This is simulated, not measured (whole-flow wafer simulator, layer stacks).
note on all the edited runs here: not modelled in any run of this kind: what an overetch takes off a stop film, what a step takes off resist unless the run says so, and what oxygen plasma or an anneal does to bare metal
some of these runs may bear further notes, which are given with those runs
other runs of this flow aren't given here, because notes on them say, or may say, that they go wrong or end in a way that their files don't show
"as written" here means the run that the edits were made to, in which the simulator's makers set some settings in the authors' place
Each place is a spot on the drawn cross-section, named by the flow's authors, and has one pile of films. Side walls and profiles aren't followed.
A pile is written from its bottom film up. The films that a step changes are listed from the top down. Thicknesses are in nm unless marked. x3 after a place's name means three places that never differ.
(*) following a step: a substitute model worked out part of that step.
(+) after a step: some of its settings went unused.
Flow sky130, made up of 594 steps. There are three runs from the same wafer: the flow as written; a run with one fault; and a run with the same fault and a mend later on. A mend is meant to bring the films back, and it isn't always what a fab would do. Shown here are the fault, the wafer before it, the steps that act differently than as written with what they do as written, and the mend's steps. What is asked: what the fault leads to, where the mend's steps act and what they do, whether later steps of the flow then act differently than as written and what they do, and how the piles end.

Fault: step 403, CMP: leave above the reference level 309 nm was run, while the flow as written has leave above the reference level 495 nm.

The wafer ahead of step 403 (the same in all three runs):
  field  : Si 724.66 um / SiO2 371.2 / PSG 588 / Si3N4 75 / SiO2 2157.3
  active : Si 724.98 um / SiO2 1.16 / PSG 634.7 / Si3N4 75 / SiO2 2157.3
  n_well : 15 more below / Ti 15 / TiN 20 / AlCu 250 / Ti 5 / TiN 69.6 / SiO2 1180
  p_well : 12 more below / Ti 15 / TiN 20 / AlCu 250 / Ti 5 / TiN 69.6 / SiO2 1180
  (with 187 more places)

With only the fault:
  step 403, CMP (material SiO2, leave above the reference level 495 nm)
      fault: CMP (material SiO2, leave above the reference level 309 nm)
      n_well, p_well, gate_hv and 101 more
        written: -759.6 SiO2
        fault: -945.6 SiO2
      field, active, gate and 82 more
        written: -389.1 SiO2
        fault: -575.1 SiO2
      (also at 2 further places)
  Steps later in the flow that act otherwise than as written (1 more step, not shown, differs only slightly: by at most 2% or 0.5 nm, whichever is larger):
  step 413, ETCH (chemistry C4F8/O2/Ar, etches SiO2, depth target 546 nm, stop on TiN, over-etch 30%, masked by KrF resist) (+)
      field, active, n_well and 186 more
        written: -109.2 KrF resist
        fault: -60.9 KrF resist
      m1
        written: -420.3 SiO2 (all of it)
        fault: -234.3 SiO2 (all of it)
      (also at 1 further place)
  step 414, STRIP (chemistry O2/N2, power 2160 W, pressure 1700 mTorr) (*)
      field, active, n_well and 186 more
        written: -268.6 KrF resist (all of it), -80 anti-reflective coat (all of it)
        fault: -316.9 KrF resist (all of it), -80 anti-reflective coat (all of it)
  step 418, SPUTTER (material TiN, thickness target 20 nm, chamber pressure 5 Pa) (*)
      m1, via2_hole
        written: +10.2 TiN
        fault: +12.9 TiN
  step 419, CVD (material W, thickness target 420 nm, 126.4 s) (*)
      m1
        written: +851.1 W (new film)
        fault: +662.4 W (new film)
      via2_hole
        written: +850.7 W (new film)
        fault: +661.9 W (new film)
  The piles end different from the flow's at field, active, n_well and 190 more by more than 2% or 0.5 nm, whichever is larger.
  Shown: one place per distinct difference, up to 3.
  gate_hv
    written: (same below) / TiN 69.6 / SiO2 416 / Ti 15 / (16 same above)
    fault: (same below) / TiN 69.6 / SiO2 230 / Ti 15 / (16 same above)
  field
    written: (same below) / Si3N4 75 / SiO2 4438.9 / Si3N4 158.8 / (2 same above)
    fault: (same below) / Si3N4 75 / SiO2 4252.9 / Si3N4 158.8 / (2 same above)
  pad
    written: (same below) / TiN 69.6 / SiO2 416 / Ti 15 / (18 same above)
    fault: (same below) / TiN 69.6 / SiO2 230 / Ti 15 / (18 same above)

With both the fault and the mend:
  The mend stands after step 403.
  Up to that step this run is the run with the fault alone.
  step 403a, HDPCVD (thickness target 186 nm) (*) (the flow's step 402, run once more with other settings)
      field, active, n_well and 188 more
        +186 SiO2
  Later steps of the flow that are run all act as written at every place that is followed, up to a difference of at most 2% or 0.5 nm, whichever is larger.
  The piles end the same as the flow's at every place that both follow.
